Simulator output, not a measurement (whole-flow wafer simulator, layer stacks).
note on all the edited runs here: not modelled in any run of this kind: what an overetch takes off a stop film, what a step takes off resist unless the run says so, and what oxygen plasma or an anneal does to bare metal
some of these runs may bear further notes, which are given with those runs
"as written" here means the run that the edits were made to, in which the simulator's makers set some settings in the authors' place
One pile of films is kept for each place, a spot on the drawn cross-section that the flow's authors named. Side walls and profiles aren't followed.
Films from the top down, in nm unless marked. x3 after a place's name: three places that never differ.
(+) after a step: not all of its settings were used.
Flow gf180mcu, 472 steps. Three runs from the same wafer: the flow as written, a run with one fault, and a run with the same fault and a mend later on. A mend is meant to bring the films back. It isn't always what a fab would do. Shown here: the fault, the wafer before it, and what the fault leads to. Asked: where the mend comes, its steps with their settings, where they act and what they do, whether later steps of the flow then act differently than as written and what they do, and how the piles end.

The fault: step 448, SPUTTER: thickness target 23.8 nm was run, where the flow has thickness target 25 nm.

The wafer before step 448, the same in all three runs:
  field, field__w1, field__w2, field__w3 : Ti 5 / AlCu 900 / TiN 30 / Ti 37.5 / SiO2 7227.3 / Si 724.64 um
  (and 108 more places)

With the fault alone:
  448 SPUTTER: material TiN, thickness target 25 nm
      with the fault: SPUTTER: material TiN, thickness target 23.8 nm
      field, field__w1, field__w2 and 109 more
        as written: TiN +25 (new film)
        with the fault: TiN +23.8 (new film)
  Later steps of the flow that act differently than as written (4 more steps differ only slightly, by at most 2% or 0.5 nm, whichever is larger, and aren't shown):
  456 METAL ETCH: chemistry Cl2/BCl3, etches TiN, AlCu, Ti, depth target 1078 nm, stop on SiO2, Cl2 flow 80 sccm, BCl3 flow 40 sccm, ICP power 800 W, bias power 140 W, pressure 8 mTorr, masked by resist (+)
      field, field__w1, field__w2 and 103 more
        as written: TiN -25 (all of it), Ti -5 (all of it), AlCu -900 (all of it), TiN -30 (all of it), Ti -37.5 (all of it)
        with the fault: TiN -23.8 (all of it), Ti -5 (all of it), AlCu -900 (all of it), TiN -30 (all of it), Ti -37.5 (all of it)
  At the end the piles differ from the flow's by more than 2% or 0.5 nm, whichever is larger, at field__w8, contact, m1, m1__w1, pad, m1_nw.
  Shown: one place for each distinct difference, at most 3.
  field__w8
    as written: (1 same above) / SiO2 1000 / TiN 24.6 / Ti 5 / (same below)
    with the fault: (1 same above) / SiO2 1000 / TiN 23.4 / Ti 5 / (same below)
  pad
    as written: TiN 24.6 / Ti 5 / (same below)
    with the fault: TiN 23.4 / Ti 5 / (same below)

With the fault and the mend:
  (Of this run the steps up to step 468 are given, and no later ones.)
  The mend comes after step 448.
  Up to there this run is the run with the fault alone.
  448a SPUTTER: material TiN, thickness target 1.2 nm (the flow's step 448 once more, with other settings)
      field, field__w1, field__w2 and 109 more
        TiN +1.2
  No later step of the flow up to step 468 acts differently than as written at any place that is followed.
  After step 468 the piles are the same as the flow's at every place that both follow.
